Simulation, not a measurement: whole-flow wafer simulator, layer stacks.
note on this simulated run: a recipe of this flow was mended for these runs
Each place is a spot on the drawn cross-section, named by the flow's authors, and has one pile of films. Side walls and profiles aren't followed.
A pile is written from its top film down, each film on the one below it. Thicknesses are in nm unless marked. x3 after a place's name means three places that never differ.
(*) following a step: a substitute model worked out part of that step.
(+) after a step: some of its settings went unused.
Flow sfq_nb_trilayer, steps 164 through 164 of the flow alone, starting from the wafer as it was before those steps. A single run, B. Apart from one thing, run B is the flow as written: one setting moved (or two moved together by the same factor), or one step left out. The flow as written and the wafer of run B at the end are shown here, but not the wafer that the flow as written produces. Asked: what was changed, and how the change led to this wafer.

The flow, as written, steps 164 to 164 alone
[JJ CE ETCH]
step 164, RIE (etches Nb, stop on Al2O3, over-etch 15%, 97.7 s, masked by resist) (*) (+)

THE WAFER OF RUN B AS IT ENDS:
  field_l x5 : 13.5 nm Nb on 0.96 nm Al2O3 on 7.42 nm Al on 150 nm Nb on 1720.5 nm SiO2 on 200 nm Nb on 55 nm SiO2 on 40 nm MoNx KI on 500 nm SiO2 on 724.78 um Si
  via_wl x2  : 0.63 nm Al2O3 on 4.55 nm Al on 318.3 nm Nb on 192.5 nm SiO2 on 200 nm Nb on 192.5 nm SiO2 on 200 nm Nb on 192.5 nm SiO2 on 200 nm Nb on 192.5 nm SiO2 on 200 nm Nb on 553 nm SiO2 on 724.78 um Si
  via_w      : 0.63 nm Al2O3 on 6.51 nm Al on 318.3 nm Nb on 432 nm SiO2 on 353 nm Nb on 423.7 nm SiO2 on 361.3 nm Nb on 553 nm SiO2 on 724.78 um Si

The reason: step 164, RIE: 78.2 s was run, though the flow has 97.7 s.

Step by step, how the change led to this:
  step 164, RIE (etches Nb, stop on Al2O3, over-etch 15%, 97.7 s, masked by resist) (*) (+)
      field_l x5, v_sur x17, via_v and 76 more: -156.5 Nb (it would be, as written: -170 Nb (all of it), -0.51 Al2O3)
      via_wl x2: -139.9 Nb (all of it), -0.33 Al2O3 (it would be, as written: -139.9 Nb (all of it), -0.96 Al2O3 (all of it))
      (and at 5 other places as well)
Taking metal films that touch as one body, field_l x5 has 4 bodies (between them, from the top down: Al2O3 0.96; SiO2 1720.5; SiO2 55); the flow as written gives 3 bodies (between them, from the top down: SiO2 1720.5; SiO2 55).
